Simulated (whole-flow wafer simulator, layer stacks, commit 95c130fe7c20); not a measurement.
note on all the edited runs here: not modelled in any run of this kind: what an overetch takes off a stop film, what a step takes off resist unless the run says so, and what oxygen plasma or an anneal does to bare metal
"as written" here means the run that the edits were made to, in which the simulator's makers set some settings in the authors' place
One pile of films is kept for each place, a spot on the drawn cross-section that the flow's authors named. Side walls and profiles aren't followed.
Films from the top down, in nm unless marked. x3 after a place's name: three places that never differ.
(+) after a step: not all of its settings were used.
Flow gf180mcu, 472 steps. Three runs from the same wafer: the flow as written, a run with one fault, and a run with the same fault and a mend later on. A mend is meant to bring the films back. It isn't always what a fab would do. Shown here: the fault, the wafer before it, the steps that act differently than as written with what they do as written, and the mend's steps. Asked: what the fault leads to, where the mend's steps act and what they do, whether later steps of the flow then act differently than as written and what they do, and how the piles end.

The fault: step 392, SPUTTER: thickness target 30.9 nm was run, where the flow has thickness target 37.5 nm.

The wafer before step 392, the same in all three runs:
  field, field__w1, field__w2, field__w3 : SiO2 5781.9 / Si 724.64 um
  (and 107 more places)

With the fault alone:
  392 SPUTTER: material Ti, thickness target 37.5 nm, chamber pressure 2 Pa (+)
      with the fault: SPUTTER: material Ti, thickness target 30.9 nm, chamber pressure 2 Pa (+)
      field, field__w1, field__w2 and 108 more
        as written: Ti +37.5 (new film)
        with the fault: Ti +30.9 (new film)
  Later steps of the flow that act differently than as written (1 more step differs only slightly, by at most 2% or 0.5 nm, whichever is larger, and isn't shown):
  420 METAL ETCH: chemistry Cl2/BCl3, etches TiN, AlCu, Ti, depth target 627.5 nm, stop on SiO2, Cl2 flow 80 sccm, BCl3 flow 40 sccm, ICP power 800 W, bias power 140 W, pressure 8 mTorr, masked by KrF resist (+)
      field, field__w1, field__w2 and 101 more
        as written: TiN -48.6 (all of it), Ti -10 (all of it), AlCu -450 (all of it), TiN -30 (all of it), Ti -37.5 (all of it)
        with the fault: TiN -48.6 (all of it), Ti -10 (all of it), AlCu -450 (all of it), TiN -30 (all of it), Ti -30.9 (all of it)
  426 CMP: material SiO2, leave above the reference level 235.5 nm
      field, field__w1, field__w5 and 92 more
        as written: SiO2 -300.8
        with the fault: SiO2 -307.4
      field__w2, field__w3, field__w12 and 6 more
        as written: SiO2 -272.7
        with the fault: SiO2 -279.6
  At the end the piles differ from the flow's by more than 2% or 0.5 nm, whichever is larger, at field__w4, field__w8, contact, m1, m1__w1, mim, mim_1p0, m1_nw.
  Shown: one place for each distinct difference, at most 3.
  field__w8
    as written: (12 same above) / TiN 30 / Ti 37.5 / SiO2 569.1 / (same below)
    with the fault: (12 same above) / TiN 30 / Ti 30.9 / SiO2 569.1 / (same below)
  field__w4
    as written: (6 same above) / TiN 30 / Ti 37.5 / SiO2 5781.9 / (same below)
    with the fault: (6 same above) / TiN 30 / Ti 30.9 / SiO2 5781.9 / (same below)
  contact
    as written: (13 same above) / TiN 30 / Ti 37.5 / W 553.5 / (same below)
    with the fault: (13 same above) / TiN 30 / Ti 30.9 / W 553.5 / (same below)

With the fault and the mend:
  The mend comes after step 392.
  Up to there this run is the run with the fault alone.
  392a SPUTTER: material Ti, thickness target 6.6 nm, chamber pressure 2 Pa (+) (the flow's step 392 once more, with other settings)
      field, field__w1, field__w2 and 108 more
        Ti +6.6
  No later step of the flow acts differently than as written at any place that is followed.
  At the end the piles are the same as the flow's at every place that both follow.
